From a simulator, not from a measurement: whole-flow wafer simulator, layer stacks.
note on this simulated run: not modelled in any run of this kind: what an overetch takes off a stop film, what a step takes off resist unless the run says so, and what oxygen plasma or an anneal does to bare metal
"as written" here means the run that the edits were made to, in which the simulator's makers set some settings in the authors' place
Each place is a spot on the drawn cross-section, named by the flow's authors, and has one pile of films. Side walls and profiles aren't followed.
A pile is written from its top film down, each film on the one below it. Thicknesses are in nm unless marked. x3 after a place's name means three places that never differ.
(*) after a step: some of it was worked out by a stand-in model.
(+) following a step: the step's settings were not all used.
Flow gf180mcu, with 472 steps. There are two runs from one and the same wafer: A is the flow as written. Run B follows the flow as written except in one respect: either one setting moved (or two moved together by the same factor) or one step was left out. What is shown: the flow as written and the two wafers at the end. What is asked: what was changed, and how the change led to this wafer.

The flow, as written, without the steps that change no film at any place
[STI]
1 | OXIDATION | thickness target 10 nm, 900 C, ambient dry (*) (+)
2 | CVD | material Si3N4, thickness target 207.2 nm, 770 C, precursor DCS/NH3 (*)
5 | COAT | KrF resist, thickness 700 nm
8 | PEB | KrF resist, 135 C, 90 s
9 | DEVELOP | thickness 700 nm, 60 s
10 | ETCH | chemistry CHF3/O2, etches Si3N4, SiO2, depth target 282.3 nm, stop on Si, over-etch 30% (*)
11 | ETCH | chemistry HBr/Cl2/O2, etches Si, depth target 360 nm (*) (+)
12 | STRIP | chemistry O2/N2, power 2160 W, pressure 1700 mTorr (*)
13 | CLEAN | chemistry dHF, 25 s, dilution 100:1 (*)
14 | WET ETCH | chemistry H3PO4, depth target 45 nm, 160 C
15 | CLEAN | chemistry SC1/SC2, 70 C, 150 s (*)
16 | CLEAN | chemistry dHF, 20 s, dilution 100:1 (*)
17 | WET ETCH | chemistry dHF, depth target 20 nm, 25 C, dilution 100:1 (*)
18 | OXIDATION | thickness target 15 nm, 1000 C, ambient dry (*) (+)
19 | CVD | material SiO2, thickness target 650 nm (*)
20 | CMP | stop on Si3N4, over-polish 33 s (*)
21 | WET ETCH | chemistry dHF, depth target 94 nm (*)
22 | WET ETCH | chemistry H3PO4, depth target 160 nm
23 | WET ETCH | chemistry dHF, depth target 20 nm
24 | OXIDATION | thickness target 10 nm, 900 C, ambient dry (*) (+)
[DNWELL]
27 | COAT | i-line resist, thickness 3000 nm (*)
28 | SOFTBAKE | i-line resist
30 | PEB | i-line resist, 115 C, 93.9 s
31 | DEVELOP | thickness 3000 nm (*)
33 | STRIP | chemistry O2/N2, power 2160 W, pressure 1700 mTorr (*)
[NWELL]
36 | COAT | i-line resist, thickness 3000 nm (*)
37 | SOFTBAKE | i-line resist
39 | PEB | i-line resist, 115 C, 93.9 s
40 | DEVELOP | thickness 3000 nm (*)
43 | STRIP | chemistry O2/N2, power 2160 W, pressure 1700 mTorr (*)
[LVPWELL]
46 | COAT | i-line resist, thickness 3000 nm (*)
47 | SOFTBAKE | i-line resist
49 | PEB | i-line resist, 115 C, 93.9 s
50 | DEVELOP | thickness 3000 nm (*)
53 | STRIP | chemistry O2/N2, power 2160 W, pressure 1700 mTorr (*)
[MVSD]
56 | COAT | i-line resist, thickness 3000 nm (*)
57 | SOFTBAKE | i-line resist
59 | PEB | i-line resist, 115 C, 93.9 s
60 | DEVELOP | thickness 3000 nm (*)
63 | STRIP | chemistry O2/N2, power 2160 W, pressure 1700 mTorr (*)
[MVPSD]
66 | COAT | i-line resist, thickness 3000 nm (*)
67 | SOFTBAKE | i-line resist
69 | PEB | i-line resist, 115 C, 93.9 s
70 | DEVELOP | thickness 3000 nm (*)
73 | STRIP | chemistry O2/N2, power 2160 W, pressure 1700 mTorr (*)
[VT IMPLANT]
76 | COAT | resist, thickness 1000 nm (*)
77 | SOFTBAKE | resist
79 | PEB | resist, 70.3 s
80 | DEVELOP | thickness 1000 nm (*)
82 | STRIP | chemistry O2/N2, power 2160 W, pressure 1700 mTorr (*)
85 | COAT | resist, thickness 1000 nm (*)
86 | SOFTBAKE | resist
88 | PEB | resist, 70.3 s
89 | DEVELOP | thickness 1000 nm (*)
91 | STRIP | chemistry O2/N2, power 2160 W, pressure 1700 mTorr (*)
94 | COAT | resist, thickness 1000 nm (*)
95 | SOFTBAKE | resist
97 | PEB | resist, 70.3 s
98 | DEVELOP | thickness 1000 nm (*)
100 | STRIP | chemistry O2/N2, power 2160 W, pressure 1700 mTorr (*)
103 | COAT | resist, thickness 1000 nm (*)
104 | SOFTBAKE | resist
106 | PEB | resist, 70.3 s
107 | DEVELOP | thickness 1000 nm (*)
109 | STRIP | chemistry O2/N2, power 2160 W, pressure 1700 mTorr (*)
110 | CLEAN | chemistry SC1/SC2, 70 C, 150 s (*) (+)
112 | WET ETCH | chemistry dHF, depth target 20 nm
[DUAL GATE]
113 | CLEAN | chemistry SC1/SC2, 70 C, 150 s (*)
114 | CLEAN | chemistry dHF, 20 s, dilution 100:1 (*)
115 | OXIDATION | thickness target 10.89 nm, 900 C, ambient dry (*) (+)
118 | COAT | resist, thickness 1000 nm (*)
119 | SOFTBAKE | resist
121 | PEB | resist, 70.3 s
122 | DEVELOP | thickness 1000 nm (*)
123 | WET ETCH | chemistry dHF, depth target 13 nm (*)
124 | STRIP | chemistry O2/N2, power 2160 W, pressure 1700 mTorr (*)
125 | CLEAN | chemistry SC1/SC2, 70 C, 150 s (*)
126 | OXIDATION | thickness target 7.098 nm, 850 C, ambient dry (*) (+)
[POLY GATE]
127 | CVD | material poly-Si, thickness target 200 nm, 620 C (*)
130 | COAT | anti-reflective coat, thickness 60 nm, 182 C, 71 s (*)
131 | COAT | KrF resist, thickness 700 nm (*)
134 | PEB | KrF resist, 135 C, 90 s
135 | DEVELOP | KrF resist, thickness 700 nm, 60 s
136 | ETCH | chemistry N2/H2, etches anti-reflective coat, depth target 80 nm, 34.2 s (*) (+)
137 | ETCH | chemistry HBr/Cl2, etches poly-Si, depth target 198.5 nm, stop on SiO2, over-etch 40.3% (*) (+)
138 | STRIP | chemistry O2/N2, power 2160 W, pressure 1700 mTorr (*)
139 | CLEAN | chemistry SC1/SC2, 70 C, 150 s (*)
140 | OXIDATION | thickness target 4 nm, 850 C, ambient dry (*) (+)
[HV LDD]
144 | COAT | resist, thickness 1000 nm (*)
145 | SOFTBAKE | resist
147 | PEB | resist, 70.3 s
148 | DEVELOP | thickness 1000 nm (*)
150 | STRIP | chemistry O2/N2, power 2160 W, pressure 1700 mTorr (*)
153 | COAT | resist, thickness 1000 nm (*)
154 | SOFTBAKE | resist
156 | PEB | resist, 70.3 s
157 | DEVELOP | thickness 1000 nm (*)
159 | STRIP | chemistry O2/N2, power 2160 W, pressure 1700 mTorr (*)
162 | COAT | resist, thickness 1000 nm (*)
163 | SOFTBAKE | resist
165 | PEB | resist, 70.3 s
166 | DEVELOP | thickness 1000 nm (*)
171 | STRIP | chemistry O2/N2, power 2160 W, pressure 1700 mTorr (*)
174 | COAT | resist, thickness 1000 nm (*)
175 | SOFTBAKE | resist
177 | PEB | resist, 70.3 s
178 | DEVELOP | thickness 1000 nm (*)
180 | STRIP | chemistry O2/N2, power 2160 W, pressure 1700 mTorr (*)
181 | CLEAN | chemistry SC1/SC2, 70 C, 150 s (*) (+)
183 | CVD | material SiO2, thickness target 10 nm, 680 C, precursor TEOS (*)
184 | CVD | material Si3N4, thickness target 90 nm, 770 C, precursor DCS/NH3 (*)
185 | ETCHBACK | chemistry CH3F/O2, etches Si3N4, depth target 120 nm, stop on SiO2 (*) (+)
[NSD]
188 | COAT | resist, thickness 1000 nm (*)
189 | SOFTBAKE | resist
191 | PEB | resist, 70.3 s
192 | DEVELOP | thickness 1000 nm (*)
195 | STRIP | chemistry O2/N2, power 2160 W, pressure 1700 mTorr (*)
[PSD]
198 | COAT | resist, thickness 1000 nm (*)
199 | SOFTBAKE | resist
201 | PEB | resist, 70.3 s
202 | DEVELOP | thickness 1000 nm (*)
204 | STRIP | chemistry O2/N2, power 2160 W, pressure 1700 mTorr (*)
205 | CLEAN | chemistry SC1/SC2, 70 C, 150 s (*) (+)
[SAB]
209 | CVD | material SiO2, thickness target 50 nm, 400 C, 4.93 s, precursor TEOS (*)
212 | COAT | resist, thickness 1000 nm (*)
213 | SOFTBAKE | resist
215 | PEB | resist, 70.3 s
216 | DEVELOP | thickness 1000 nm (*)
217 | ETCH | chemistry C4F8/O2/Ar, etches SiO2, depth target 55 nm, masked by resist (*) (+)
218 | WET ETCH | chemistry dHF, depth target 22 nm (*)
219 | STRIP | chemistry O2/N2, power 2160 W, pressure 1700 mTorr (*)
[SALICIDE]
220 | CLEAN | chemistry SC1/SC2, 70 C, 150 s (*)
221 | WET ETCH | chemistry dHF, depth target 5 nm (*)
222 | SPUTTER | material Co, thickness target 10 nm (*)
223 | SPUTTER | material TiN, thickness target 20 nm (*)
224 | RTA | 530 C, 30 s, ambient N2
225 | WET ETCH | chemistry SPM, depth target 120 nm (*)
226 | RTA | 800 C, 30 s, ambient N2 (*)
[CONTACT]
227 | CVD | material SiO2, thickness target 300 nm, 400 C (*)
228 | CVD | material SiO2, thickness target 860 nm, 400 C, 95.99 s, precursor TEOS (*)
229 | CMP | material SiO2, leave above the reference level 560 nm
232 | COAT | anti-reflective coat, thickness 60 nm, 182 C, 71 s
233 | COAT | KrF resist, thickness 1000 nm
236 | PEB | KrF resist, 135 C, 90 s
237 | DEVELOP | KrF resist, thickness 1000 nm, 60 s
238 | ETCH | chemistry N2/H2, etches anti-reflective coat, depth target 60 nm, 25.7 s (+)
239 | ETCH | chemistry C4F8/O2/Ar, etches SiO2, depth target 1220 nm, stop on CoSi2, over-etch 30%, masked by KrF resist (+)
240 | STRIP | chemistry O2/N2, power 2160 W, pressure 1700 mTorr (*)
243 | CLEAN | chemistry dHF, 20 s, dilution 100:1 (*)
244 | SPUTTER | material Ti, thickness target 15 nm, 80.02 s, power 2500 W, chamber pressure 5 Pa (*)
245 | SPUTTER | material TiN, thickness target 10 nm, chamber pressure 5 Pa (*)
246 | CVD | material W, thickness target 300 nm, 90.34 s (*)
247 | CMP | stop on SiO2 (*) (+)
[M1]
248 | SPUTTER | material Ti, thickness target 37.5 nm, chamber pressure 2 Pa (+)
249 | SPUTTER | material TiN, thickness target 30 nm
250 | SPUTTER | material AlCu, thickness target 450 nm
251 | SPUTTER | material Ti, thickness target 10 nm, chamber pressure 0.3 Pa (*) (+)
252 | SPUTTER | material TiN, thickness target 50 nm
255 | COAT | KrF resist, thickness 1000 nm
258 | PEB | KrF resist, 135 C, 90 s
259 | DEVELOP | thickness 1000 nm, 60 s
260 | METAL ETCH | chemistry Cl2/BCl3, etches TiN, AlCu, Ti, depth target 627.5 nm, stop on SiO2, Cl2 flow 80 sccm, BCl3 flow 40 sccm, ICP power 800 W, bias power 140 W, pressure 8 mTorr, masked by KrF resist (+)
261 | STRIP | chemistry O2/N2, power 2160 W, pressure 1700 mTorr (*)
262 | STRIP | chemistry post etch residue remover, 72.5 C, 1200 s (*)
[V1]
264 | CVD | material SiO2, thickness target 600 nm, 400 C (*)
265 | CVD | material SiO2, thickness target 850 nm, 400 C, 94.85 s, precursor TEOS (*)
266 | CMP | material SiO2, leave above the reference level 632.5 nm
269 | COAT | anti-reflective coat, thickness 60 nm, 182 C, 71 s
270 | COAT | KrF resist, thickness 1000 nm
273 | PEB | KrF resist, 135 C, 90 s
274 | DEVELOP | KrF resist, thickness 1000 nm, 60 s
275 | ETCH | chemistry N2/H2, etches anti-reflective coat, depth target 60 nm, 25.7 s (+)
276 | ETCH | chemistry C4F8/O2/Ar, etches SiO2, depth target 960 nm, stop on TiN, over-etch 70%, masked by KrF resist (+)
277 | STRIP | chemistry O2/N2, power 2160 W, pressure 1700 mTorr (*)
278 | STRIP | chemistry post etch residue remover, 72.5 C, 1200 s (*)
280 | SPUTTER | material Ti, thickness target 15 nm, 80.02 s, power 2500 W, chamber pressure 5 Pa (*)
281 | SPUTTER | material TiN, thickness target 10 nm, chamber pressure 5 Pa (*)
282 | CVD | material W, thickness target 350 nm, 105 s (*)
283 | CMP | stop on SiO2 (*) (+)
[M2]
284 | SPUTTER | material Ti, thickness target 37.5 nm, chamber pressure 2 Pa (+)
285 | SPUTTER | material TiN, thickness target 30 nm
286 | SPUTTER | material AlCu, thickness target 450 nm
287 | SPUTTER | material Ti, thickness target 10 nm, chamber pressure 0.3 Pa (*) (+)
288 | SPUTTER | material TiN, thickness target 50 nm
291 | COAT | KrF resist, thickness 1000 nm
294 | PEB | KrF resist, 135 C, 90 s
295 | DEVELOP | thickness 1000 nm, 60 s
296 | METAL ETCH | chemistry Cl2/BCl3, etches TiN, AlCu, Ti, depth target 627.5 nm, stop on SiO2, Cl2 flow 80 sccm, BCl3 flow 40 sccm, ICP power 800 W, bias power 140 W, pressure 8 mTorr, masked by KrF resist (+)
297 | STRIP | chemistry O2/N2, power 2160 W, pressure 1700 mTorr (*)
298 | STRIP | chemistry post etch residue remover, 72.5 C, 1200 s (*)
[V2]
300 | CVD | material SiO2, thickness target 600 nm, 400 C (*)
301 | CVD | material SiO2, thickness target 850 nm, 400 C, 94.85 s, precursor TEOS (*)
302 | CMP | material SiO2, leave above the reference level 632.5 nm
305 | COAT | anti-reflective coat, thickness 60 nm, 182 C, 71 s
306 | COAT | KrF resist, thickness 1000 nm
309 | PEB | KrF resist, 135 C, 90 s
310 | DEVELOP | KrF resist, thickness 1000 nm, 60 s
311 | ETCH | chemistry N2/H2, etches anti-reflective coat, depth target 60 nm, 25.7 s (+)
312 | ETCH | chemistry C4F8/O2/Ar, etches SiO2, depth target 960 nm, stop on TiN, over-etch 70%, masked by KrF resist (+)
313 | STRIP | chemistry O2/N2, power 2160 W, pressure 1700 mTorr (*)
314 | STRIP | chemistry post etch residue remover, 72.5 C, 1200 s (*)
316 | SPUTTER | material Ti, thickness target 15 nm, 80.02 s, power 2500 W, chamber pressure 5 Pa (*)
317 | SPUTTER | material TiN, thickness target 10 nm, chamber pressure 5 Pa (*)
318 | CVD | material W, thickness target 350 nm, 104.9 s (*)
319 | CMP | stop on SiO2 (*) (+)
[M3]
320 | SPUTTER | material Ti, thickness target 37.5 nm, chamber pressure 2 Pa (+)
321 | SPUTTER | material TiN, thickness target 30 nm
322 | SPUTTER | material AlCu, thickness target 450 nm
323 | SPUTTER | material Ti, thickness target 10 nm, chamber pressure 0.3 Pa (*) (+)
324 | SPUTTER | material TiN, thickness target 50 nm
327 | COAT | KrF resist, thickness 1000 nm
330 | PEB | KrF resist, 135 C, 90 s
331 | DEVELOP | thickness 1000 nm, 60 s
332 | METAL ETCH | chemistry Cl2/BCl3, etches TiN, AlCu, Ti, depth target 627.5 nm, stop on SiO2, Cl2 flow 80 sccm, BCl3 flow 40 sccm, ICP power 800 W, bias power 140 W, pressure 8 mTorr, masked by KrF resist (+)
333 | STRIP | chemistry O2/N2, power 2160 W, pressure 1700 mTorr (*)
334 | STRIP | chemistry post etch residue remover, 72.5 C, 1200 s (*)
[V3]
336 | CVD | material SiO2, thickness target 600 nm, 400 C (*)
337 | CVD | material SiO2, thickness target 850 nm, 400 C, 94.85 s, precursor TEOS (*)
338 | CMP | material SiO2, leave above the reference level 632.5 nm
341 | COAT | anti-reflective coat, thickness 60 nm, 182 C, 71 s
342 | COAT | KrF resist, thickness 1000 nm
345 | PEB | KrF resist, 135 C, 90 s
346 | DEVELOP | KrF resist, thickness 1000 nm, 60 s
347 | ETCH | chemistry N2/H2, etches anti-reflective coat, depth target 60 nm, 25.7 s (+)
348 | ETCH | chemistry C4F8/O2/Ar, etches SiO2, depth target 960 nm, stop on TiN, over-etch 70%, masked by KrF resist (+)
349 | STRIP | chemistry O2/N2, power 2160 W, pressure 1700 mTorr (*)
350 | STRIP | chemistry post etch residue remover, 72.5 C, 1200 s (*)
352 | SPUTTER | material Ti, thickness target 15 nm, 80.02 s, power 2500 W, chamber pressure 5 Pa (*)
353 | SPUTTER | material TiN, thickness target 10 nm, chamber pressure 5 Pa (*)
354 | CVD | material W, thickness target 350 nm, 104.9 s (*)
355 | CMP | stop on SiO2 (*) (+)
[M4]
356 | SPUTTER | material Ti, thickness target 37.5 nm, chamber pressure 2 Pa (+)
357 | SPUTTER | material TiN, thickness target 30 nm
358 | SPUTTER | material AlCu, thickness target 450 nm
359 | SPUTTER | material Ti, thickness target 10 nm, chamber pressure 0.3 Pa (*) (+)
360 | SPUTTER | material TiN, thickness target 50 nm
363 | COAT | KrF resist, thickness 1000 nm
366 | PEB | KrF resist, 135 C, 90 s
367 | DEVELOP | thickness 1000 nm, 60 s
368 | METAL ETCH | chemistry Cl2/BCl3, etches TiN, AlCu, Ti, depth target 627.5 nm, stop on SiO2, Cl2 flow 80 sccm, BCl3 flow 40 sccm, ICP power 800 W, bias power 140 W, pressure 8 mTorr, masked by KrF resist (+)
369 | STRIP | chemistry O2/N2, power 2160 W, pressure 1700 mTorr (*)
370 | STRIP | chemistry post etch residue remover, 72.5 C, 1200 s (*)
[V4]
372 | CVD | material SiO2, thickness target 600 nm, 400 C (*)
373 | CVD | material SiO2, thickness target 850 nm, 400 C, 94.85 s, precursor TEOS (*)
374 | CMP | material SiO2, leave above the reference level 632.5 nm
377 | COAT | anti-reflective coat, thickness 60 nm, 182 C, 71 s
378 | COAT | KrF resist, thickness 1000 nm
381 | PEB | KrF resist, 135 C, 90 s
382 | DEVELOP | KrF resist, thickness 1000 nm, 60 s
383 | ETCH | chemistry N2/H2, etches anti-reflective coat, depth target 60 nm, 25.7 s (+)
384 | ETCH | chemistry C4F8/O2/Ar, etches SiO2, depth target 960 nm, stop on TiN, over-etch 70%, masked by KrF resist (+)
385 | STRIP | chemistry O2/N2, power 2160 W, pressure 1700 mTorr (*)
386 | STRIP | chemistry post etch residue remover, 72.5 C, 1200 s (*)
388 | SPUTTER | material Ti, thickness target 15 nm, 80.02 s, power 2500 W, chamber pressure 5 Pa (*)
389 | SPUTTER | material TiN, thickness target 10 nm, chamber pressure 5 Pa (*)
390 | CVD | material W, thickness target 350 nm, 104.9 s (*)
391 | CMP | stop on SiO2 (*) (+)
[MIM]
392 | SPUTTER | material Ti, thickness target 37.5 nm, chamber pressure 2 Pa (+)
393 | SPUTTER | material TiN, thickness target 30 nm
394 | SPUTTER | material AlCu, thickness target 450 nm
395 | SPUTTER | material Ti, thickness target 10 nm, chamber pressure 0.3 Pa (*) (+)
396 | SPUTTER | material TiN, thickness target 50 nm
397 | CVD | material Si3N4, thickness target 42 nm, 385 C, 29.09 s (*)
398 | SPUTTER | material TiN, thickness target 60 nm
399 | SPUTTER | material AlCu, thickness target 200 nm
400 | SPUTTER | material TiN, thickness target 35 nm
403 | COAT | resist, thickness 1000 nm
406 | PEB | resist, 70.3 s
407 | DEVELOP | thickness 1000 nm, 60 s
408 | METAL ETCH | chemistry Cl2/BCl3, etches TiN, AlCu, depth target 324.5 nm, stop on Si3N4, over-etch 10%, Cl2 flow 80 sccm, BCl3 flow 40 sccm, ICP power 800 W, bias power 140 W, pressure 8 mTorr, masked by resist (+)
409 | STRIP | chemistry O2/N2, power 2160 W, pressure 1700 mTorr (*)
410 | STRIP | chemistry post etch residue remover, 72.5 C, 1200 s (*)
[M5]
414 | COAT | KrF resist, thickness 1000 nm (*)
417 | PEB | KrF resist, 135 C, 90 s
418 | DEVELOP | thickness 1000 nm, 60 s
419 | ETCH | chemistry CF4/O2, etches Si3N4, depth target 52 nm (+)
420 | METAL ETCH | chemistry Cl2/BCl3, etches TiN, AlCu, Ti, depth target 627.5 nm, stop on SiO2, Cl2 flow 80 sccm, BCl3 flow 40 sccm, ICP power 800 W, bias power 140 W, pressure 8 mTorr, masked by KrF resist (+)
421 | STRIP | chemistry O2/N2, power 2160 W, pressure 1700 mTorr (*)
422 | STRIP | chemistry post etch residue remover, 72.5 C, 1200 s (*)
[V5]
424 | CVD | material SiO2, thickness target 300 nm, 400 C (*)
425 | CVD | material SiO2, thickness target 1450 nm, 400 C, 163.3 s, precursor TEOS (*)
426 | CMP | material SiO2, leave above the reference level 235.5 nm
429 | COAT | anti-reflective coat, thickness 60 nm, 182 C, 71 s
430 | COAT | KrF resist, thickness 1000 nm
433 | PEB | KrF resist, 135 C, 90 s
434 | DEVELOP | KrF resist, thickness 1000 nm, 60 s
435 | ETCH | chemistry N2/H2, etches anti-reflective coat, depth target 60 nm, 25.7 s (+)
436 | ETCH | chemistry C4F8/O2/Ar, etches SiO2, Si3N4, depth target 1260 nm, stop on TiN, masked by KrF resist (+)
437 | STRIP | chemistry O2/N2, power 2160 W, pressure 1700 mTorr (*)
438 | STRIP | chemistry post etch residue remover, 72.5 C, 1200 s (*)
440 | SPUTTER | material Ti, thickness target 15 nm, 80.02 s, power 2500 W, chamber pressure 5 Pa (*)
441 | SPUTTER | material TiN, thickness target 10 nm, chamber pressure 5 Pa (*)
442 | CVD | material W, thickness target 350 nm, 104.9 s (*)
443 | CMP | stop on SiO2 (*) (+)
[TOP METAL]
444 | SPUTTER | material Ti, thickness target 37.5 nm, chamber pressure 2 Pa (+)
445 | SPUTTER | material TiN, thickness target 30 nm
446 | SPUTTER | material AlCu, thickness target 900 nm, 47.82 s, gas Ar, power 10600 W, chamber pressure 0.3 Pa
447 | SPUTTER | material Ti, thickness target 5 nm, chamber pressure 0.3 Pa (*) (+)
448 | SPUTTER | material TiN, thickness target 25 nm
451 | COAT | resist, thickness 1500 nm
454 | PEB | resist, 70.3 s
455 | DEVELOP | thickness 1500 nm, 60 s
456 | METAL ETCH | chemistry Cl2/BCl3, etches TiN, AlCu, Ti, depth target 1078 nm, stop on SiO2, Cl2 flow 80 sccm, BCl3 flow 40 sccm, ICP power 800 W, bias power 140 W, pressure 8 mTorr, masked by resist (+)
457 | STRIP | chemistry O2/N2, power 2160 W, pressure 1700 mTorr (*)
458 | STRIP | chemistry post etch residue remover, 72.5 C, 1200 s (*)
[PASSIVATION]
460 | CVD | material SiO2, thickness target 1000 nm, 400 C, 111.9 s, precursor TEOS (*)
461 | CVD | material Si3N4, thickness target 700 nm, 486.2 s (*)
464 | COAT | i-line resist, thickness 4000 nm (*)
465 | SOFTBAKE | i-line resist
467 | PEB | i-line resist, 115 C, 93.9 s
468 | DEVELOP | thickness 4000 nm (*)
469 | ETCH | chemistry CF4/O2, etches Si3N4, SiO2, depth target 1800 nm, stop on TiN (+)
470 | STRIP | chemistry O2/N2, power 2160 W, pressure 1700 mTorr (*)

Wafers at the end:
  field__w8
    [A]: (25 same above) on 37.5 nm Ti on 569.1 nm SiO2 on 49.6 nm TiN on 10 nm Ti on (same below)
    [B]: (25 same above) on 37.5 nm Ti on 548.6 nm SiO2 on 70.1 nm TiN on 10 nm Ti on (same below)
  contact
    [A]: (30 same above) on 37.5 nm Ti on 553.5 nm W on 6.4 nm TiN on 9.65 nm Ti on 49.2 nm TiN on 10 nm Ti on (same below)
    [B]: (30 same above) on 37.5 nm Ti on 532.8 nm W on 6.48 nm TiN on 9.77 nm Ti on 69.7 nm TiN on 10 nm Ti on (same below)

What caused this: step 288, SPUTTER: thickness target 70.5 nm was run, while the flow as written has thickness target 50 nm.

How this came from the change, step by step:
  288 | SPUTTER | material TiN, thickness target 50 nm
      field, field__w1, field__w2 and 108 more: A TiN gains 50 (new film) | B TiN gains 70.5 (new film)
  296 | METAL ETCH | chemistry Cl2/BCl3, etches TiN, AlCu, Ti, depth target 627.5 nm, stop on SiO2, Cl2 flow 80 sccm, BCl3 flow 40 sccm, ICP power 800 W, bias power 140 W, pressure 8 mTorr, masked by KrF resist (+)
      field, field__w1, field__w2 and 103 more: A TiN loses 50 (all of it), Ti loses 10 (all of it), AlCu loses 450 (all of it), TiN loses 30 (all of it), Ti loses 37.5 (all of it) | B TiN loses 70.5 (all of it), Ti loses 10 (all of it), AlCu loses 450 (all of it), TiN loses 30 (all of it), Ti loses 37.5 (all of it)
  302 | CMP | material SiO2, leave above the reference level 632.5 nm
      field__w8, contact, m1, m1__w1, m1_nw: A SiO2 loses 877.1 | B SiO2 loses 897.6
  312 | ETCH | chemistry C4F8/O2/Ar, etches SiO2, depth target 960 nm, stop on TiN, over-etch 70%, masked by KrF resist (+)
      field, field__w1, field__w2 and 107 more: A KrF resist loses 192 | B KrF resist loses 187.7
      contact: A SiO2 loses 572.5 (all of it) | B SiO2 loses 552 (all of it)
  318 | CVD | material W, thickness target 350 nm, 104.9 s (*)
      contact: A W gains 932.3 (new film) | B W gains 911.6 (new film)
